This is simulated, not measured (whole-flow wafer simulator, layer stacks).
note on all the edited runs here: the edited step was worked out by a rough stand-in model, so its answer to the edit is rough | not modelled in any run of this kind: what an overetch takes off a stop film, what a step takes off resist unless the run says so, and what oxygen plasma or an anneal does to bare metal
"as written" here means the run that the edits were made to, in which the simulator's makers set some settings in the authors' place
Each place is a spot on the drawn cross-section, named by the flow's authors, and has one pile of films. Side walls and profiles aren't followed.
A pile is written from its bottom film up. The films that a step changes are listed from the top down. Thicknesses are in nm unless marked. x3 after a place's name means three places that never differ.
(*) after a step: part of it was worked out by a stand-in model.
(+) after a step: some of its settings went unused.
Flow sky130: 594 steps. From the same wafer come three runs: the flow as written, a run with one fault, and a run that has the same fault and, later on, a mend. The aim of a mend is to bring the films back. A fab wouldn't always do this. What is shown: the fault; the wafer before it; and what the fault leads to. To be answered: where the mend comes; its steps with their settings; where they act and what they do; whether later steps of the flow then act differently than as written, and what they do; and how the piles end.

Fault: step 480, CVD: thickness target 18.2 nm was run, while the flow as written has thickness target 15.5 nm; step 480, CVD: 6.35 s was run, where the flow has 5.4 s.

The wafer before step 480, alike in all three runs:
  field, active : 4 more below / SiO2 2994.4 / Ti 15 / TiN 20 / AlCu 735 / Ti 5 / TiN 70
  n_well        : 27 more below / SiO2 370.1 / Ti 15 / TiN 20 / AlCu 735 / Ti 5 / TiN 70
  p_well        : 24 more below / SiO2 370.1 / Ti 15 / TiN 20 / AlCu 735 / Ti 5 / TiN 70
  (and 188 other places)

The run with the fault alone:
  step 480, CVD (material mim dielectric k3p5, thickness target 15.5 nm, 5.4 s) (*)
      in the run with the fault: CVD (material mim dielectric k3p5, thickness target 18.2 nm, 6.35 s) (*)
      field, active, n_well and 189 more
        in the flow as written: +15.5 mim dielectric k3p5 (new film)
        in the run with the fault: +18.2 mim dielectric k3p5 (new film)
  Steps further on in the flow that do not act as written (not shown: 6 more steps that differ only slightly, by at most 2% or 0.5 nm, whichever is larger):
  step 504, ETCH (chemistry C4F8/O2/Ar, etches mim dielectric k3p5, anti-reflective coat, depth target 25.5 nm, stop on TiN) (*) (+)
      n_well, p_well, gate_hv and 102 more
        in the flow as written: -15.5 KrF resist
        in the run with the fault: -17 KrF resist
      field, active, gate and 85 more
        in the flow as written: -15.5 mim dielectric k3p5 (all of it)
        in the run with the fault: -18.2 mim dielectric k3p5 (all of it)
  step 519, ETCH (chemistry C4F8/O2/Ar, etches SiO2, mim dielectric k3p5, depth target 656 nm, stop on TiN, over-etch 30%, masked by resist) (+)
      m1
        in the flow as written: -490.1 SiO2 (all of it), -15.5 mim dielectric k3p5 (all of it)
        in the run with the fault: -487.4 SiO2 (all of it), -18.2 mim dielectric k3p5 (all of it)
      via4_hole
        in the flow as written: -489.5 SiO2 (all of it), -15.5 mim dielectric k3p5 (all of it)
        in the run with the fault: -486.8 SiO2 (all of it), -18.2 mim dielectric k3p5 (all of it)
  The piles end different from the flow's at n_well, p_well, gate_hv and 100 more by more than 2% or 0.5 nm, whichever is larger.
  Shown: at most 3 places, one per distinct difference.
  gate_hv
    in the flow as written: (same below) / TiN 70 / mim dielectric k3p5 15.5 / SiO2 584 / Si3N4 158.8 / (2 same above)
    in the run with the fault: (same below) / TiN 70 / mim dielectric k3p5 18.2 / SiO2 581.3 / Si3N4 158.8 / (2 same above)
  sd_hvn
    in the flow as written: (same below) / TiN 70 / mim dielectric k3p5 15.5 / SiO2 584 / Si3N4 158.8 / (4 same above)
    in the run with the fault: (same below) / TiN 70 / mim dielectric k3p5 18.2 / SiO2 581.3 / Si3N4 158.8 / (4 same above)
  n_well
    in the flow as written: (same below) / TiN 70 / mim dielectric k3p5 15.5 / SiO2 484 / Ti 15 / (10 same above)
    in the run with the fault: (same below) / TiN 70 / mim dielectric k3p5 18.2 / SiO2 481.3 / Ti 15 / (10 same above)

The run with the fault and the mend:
  The mend follows step 480.
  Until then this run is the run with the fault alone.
  step 480a, ETCH (chemistry C4F8/O2/Ar, etches mim dielectric k3p5, anti-reflective coat, depth target 2.7 nm) (*) (the flow's step 450 again, with other settings)
      field, active, n_well and 189 more
        -2.7 mim dielectric k3p5
  Every later step of the flow that is run acts as written at every place that is followed.
  The piles end the same as the flow's at every place that both follow.
